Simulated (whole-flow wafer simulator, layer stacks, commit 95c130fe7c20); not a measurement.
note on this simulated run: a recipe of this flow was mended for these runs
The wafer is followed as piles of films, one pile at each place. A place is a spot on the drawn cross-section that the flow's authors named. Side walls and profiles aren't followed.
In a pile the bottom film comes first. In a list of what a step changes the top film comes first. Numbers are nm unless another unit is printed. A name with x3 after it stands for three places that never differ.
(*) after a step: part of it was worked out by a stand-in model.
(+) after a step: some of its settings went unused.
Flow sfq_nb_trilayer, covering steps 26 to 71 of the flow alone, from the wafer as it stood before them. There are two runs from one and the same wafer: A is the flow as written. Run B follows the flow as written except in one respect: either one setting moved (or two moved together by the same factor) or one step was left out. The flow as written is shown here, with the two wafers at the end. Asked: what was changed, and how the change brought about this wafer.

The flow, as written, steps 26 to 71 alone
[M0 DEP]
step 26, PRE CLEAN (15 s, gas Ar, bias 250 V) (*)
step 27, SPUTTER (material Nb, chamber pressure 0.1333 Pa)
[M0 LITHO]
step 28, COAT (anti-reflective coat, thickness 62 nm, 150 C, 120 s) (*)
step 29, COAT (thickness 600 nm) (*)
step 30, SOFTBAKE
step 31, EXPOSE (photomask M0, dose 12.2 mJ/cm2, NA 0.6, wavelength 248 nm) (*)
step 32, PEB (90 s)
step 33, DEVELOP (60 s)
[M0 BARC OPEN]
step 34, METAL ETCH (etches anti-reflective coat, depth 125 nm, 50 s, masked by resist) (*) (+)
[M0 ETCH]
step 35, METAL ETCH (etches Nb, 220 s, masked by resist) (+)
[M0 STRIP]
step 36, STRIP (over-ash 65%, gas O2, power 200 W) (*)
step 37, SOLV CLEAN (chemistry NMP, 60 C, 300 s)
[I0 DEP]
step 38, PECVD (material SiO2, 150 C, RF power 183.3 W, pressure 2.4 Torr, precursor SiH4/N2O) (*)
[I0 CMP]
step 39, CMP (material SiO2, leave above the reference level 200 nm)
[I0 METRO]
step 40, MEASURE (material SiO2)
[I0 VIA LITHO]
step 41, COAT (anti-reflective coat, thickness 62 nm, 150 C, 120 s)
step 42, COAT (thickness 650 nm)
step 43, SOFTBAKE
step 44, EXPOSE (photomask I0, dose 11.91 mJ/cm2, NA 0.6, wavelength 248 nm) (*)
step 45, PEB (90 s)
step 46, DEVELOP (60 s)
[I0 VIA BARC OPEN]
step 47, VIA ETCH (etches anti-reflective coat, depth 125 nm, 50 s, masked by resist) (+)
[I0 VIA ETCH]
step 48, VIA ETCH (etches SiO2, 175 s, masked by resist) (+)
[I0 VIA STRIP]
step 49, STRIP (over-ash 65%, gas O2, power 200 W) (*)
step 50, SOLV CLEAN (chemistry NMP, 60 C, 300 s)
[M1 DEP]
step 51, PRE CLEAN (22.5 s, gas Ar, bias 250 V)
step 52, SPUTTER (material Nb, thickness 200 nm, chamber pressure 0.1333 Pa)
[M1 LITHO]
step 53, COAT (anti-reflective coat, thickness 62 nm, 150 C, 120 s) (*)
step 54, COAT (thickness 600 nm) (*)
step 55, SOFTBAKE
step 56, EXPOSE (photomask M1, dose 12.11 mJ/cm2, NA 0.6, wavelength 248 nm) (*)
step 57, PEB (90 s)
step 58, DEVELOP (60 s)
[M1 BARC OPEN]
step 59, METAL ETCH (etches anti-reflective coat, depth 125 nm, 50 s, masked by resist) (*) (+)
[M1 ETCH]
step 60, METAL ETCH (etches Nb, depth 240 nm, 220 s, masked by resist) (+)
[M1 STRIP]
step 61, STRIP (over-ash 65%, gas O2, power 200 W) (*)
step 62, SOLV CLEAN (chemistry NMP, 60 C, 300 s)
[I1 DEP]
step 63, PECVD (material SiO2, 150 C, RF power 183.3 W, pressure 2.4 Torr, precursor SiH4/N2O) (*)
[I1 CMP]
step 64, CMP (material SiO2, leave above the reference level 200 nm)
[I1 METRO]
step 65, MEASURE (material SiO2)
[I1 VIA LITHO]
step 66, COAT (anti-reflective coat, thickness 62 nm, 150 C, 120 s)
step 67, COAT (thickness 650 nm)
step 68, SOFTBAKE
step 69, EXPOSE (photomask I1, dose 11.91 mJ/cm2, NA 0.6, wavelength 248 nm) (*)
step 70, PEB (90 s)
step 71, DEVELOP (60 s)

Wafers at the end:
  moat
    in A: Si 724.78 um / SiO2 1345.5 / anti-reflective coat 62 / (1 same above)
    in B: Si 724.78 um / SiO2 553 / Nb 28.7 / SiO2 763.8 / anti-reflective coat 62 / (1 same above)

The reason: step 35, METAL ETCH: 157 s was run, while the flow as written has 220 s.

Step by step, how the change led to this:
  step 35, METAL ETCH (etches Nb, 220 s, masked by resist) (+)
      moat, m0r_space_l x2: A Nb loses 200 (all of it), SiO2 loses 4 | B Nb loses 171.3
      field_l, v_sur, via_wl and 100 more: A KrF-resist-other-grade loses 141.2 | B KrF-resist-other-grade loses 100.7
  step 36, STRIP (over-ash 65%, gas O2, power 200 W) (*)
      p4_fl x53, wl_j_sl x16, wl_d_sl x2: A KrF-resist-other-grade loses 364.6 (all of it), anti-reflective coat loses 62 (all of it) | B KrF-resist-other-grade loses 405 (all of it), anti-reflective coat loses 62 (all of it)
      jj_sur, ce_l, c5j, res: A KrF-resist-other-grade loses 370.5 (all of it), anti-reflective coat loses 63.7 (all of it) | B KrF-resist-other-grade loses 410.9 (all of it), anti-reflective coat loses 63.7 (all of it)
      (as well as at 28 more places)
  step 38, PECVD (material SiO2, 150 C, RF power 183.3 W, pressure 2.4 Torr, precursor SiH4/N2O) (*)
      moat, m0r_space_l x2: A SiO2 gains 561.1 | B SiO2 gains 528.3 (new film)
If metal films that touch count as one body, moat has 1 body; the flow as written gives 0 bodies.
